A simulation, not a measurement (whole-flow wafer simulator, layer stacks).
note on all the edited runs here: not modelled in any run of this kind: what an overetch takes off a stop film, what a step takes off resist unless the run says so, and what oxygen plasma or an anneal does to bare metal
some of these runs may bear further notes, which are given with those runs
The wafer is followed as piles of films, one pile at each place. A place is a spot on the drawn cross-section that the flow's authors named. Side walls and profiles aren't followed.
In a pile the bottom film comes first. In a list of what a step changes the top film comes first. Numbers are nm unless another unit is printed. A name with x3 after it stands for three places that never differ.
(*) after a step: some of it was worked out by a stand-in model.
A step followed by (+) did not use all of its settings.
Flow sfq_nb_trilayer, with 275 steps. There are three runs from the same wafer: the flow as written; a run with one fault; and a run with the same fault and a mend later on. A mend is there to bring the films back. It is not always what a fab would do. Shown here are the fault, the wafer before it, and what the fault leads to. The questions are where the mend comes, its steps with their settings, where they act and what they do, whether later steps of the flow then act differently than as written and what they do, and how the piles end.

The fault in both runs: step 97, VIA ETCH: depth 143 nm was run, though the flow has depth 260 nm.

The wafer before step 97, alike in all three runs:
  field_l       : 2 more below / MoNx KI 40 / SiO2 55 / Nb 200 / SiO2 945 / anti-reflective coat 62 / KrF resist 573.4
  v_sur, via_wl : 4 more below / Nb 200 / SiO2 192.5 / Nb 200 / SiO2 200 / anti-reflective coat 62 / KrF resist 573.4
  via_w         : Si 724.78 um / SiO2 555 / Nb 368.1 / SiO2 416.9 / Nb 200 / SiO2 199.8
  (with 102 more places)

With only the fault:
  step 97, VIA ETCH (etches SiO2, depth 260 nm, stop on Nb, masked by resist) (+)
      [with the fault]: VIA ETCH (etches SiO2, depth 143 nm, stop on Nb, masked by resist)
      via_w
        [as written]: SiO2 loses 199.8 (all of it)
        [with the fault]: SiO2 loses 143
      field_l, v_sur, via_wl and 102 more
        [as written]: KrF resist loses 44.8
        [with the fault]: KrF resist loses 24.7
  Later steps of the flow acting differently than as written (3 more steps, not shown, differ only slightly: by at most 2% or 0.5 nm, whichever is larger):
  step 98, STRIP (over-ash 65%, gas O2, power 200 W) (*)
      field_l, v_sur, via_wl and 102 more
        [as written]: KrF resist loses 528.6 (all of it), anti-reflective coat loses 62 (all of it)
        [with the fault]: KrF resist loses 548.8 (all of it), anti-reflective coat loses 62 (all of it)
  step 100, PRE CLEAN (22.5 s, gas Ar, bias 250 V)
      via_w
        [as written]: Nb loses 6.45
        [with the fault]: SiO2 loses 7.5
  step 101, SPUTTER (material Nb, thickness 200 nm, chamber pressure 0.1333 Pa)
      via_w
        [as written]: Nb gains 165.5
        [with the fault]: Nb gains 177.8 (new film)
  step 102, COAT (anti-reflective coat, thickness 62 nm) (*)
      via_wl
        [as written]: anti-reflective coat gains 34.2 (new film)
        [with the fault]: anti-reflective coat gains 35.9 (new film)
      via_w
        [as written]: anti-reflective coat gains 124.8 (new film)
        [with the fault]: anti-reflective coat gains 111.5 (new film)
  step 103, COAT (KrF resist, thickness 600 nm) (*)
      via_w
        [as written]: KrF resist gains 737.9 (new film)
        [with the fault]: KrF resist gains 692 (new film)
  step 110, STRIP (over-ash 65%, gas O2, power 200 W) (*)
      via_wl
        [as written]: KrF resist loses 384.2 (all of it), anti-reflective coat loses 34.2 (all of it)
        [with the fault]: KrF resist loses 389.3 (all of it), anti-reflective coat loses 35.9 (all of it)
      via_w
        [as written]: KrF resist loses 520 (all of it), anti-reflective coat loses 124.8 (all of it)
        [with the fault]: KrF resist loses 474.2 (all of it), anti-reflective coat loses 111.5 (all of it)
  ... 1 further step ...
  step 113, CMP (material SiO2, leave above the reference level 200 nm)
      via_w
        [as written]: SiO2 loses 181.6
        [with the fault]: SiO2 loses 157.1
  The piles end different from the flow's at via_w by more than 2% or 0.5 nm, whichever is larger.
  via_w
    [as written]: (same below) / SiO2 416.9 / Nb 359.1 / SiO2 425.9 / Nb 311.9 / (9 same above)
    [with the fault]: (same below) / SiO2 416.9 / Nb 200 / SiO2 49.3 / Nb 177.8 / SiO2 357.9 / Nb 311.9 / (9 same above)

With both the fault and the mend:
  After step 97 comes the mend.
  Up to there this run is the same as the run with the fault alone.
  step 97a, VIA ETCH (etches SiO2, depth 117 nm, stop on Nb, masked by resist) (+) (a further turn of the flow's step 97, with different settings)
      field_l, v_sur, via_wl and 102 more
        KrF resist loses 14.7
      via_w
        SiO2 loses 56.8 (all of it)
  None of the later steps of the flow differs from how it acts as written, at any place that is followed, by more than 2% or 0.5 nm, whichever is larger.
  At every place that both follow, the piles at the end match the flow's.
